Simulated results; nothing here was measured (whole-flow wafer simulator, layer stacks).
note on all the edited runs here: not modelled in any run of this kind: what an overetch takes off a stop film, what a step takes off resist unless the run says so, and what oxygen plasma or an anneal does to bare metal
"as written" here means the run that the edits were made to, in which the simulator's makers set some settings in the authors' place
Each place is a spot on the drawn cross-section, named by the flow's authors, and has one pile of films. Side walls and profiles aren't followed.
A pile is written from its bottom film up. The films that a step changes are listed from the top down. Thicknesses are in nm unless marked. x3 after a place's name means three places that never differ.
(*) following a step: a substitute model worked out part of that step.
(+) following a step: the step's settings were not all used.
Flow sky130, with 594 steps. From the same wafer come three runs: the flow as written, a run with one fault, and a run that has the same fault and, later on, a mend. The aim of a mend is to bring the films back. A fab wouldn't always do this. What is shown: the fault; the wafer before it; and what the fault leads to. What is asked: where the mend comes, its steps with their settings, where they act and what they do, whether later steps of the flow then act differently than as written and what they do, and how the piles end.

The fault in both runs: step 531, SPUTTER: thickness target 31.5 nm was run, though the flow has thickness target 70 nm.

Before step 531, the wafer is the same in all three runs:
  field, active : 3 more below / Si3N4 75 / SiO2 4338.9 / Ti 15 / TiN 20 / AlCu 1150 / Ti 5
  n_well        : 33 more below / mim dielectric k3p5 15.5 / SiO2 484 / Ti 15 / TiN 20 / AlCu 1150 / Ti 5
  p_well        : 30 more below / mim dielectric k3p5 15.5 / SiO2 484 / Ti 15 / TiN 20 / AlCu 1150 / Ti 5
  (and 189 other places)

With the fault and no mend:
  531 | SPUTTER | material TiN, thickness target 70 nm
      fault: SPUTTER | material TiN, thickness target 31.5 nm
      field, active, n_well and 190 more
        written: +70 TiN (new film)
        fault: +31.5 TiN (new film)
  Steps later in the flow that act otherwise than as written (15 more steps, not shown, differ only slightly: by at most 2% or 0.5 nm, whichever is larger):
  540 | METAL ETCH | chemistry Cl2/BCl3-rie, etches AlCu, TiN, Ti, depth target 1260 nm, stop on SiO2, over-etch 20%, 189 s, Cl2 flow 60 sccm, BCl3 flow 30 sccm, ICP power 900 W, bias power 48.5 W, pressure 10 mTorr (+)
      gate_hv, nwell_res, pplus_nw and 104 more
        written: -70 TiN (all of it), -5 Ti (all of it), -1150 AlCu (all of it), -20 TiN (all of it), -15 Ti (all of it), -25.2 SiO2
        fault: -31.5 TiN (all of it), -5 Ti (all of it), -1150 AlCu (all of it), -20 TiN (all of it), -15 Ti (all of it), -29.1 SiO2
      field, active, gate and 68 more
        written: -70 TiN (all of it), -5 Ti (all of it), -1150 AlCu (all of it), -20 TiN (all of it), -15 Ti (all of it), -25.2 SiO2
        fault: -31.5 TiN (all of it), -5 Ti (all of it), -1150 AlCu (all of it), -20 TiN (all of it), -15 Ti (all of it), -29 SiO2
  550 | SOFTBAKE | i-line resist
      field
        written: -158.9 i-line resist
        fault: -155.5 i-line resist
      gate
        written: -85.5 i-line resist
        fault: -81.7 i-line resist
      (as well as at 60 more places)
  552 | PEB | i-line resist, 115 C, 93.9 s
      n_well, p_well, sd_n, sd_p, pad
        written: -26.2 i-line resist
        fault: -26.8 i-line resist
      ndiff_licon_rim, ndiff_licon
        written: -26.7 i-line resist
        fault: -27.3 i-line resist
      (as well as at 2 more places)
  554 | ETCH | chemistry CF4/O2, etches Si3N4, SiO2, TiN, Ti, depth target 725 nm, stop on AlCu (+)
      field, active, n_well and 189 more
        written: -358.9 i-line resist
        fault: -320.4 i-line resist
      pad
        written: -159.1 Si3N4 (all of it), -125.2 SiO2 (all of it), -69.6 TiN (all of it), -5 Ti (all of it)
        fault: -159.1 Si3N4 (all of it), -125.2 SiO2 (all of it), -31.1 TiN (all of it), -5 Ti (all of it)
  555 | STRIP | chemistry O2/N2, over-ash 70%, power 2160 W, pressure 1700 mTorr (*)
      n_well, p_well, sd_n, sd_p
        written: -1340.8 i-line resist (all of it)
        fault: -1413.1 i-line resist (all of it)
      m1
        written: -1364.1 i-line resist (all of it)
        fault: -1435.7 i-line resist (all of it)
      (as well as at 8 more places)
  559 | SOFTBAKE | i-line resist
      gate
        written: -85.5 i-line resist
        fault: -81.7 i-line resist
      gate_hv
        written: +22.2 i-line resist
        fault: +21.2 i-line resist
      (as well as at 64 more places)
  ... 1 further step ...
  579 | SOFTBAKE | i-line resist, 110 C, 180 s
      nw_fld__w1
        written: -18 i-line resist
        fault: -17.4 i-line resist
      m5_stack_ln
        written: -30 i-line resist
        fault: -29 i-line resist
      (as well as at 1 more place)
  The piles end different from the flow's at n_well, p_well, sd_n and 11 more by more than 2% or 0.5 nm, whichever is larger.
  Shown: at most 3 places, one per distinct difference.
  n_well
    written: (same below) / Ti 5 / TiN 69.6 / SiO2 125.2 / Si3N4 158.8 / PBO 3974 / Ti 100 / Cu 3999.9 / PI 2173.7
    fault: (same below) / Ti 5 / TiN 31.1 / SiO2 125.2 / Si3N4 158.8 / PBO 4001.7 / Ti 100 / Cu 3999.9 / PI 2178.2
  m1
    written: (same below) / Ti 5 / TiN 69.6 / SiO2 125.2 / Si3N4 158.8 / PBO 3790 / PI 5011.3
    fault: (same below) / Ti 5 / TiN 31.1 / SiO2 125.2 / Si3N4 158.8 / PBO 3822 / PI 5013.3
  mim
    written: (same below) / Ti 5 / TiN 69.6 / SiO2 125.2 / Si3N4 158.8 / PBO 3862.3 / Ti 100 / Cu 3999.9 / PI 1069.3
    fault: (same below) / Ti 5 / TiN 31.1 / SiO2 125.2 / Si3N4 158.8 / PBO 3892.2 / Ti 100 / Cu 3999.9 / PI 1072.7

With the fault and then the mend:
  The mend stands after step 538.
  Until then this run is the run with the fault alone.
  538a | STRIP | chemistry O2/N2, power 2160 W, pressure 1700 mTorr (*)
      n_well, p_well, sd_n and 9 more
        -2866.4 resist (all of it)
      m1, via4_hole
        -2868.5 resist (all of it)
      via4_enc
        -2866.3 resist (all of it)
  538b | SPUTTER | material TiN, thickness target 38.5 nm (the flow's step 531, run once more with other settings)
      field, active, n_well and 190 more
        +38.5 TiN
  538c | HMDS | 120 C, 60 s (the flow's step 533, run once more)
      does not change any film at any place that is followed
  538d | COAT | resist, thickness 2930 nm (the flow's step 534, run once more)
      n_well, p_well, gate_hv and 172 more
        +2930 resist (new film)
      field, active, gate and 13 more
        +2929.9 resist (new film)
      m1, via4_hole
        +2932.1 resist (new film)
  538e | SOFTBAKE | resist (the flow's step 535, run once more)
      field, active, gate, spacer, m1, sonos_cell, sonos_guard, sonos_guard_hv
        +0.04 resist
      nwell_res
        +0.03 resist
      pplus_nw
        +0.02 resist
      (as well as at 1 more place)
  538f | EXPOSE | photomask MM5, dose 309.9 mJ/cm2, NA 0.6, wavelength 365 nm (*) (the flow's step 536, run once more)
      does not change any film at any place that is followed
  538g | PEB | resist, 70.3 s (the flow's step 537, run once more)
      field, active, n_well and 188 more
        -63.6 resist
      m1, via4_hole
        -63.7 resist
  538h | DEVELOP | resist, thickness 2930 nm, developer TMAH-0.26N, 60 s (the flow's step 538, run once more)
      field, active, gate and 168 more
        -2866.4 resist (all of it)
      via1_hole, via1_enc, via2_hole, via2_enc, via3_hole, via3_enc, via_li1
        -2866.3 resist (all of it)
  None of the later steps of the flow acts differently than as written at any place that is followed.
  The piles end the same as the flow's at every place that both follow.
